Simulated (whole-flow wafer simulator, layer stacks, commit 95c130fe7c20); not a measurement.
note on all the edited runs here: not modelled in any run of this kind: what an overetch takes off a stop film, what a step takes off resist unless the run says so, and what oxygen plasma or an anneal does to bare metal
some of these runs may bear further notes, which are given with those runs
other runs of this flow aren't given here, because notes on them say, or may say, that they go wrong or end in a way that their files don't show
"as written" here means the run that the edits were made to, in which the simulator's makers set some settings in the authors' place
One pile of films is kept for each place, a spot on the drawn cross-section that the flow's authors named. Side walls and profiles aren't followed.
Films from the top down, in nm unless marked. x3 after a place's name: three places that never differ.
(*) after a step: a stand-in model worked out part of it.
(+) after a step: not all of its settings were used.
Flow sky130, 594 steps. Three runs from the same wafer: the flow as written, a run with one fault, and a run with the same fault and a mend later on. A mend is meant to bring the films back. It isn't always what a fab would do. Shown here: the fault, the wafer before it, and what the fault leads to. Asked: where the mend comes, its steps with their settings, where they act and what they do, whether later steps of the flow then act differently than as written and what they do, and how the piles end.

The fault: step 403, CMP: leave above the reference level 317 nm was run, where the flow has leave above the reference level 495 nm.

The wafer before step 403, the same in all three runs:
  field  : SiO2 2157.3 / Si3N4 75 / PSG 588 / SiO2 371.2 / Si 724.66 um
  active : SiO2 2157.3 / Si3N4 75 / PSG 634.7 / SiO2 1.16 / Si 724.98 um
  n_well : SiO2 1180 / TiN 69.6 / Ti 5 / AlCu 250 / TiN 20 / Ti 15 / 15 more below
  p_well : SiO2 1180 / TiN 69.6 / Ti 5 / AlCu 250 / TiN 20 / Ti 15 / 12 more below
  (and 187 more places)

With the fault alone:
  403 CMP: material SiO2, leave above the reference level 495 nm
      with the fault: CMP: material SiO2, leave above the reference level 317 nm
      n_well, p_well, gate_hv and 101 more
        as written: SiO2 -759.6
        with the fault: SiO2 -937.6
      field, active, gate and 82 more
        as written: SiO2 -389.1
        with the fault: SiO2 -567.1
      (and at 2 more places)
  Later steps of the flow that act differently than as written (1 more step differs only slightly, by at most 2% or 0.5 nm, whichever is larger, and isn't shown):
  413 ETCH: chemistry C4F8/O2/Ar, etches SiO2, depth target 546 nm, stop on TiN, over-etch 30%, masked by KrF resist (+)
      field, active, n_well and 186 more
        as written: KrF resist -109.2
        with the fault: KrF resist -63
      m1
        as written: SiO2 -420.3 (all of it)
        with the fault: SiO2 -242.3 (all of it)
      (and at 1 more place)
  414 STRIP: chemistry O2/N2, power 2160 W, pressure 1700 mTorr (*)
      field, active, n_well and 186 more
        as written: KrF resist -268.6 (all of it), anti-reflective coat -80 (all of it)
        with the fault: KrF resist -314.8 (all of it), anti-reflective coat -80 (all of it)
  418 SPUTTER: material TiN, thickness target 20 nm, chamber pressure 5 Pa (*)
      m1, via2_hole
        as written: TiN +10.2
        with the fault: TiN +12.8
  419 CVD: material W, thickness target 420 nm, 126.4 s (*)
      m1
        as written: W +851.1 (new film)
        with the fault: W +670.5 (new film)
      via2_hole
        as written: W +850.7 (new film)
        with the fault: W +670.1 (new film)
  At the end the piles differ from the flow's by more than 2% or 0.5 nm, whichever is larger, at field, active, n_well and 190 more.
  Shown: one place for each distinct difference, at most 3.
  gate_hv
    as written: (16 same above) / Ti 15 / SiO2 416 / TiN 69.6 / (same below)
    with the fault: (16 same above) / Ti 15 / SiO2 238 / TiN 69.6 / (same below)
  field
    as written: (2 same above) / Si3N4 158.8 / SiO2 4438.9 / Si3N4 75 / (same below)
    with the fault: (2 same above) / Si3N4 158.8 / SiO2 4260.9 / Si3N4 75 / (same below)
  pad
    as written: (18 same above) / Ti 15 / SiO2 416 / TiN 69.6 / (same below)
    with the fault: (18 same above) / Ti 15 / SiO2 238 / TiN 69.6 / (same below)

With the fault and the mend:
  The mend comes after step 403.
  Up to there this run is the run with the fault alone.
  403a HDPCVD: thickness target 178 nm (*) (the flow's step 402 once more, with other settings)
      field, active, n_well and 188 more
        SiO2 +178
  No later step of the flow acts differently than as written, at any place that is followed, by more than 2% or 0.5 nm, whichever is larger.
  At the end the piles are the same as the flow's at every place that both follow.
